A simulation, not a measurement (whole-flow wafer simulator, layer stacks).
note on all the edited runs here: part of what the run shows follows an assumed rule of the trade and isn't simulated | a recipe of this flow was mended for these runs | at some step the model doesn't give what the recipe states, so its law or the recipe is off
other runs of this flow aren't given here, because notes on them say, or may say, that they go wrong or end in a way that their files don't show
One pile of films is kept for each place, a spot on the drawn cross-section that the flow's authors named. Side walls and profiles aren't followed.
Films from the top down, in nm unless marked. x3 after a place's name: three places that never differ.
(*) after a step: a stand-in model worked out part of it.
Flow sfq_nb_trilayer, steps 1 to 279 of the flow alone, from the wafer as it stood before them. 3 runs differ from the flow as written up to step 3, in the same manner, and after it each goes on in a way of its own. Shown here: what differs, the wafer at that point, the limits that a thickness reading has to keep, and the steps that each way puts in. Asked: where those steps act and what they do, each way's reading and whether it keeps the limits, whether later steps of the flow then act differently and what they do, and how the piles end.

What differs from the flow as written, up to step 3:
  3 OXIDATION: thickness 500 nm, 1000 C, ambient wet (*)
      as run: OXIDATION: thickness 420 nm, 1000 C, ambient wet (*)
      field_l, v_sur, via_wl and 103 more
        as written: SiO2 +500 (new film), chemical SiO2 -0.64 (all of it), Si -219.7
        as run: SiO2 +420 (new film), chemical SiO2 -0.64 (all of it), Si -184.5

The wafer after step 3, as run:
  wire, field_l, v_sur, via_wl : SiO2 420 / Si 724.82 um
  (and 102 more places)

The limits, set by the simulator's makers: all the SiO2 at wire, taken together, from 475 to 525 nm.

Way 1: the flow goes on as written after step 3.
  The reading after step 3: 420 nm, outside the limits.
  No later step of the flow acts differently than as written at any place that is followed.
  At the end the piles differ from the flow's by more than 2% or 0.5 nm, whichever is larger, at field_l, v_sur, via_wl and 103 more.
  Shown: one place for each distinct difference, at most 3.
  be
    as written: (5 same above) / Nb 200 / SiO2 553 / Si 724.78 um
    this way: (5 same above) / Nb 200 / SiO2 473 / Si 724.82 um
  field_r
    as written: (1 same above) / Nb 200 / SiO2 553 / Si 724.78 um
    this way: (1 same above) / Nb 200 / SiO2 473 / Si 724.82 um
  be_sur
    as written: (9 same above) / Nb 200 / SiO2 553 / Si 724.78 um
    this way: (9 same above) / Nb 200 / SiO2 473 / Si 724.82 um

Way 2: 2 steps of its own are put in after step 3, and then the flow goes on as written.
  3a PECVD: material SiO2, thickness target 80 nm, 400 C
      field_l, v_sur, via_wl and 103 more
        SiO2 +80
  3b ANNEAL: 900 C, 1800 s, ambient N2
      changes no film at any place that is followed
  The reading after step 3b: 500 nm, within the limits.
  No later step of the flow acts differently than as written at any place that is followed.
  At the end the piles differ from the flow's only slightly at the places that both follow, by at most 2% or 0.5 nm, whichever is larger.

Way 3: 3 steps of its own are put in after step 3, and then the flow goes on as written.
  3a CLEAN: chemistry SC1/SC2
      changes no film at any place that is followed
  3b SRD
      changes no film at any place that is followed
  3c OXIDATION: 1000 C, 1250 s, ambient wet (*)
      field_l, v_sur, via_wl and 103 more
        SiO2 +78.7, Si -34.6
  The reading after step 3c: 498.7 nm, within the limits.
  No later step of the flow acts differently than as written, at any place that is followed, by more than 2% or 0.5 nm, whichever is larger.
  At the end the piles differ from the flow's only slightly at the places that both follow, by at most 2% or 0.5 nm, whichever is larger.

Within the limits: way 2, way 3. Outside them: way 1.
